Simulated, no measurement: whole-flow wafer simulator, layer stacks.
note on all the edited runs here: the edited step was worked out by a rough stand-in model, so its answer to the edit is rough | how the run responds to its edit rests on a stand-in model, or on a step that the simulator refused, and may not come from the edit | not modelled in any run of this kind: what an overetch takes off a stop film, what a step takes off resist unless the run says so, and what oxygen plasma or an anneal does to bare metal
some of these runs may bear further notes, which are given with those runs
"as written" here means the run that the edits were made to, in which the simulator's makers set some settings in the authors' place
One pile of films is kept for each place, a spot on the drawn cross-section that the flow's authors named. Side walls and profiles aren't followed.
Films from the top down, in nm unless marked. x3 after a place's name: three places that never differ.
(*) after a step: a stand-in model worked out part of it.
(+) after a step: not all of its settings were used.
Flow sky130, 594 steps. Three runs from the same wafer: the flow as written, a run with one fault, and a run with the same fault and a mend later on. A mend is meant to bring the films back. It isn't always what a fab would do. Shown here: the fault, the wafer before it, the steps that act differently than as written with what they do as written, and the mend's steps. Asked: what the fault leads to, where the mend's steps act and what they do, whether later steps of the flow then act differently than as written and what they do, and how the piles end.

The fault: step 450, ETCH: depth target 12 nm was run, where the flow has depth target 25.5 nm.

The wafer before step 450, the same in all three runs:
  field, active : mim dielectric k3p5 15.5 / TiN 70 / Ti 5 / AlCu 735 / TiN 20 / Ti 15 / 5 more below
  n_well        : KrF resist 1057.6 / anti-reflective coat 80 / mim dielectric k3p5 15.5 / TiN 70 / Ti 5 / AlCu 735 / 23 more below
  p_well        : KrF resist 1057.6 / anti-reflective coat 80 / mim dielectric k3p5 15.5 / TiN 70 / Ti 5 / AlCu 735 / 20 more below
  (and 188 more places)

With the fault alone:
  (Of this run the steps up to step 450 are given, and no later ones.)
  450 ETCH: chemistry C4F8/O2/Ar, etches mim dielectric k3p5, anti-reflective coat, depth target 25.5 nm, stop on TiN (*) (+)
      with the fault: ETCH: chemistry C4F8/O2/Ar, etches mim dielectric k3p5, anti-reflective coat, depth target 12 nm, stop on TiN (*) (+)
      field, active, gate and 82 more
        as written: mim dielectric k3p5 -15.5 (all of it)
        with the fault: mim dielectric k3p5 -12
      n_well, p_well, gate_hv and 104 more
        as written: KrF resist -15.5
        with the fault: KrF resist -8
  After step 450 the piles differ from the flow's by more than 2% or 0.5 nm, whichever is larger, at field, active, gate and 82 more.
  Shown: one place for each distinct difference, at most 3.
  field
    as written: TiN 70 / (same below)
    with the fault: mim dielectric k3p5 3.5 / TiN 70 / (same below)

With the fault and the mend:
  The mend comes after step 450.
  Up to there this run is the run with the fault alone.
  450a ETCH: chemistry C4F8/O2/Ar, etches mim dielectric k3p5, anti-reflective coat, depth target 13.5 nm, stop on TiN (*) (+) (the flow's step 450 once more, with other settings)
      n_well, p_well, gate_hv and 104 more
        KrF resist -3.5
      field, active, gate and 82 more
        mim dielectric k3p5 -3.5 (all of it)
  No later step of the flow acts differently than as written, at any place that is followed, by more than 2% or 0.5 nm, whichever is larger.
  At the end the piles are the same as the flow's at every place that both follow.
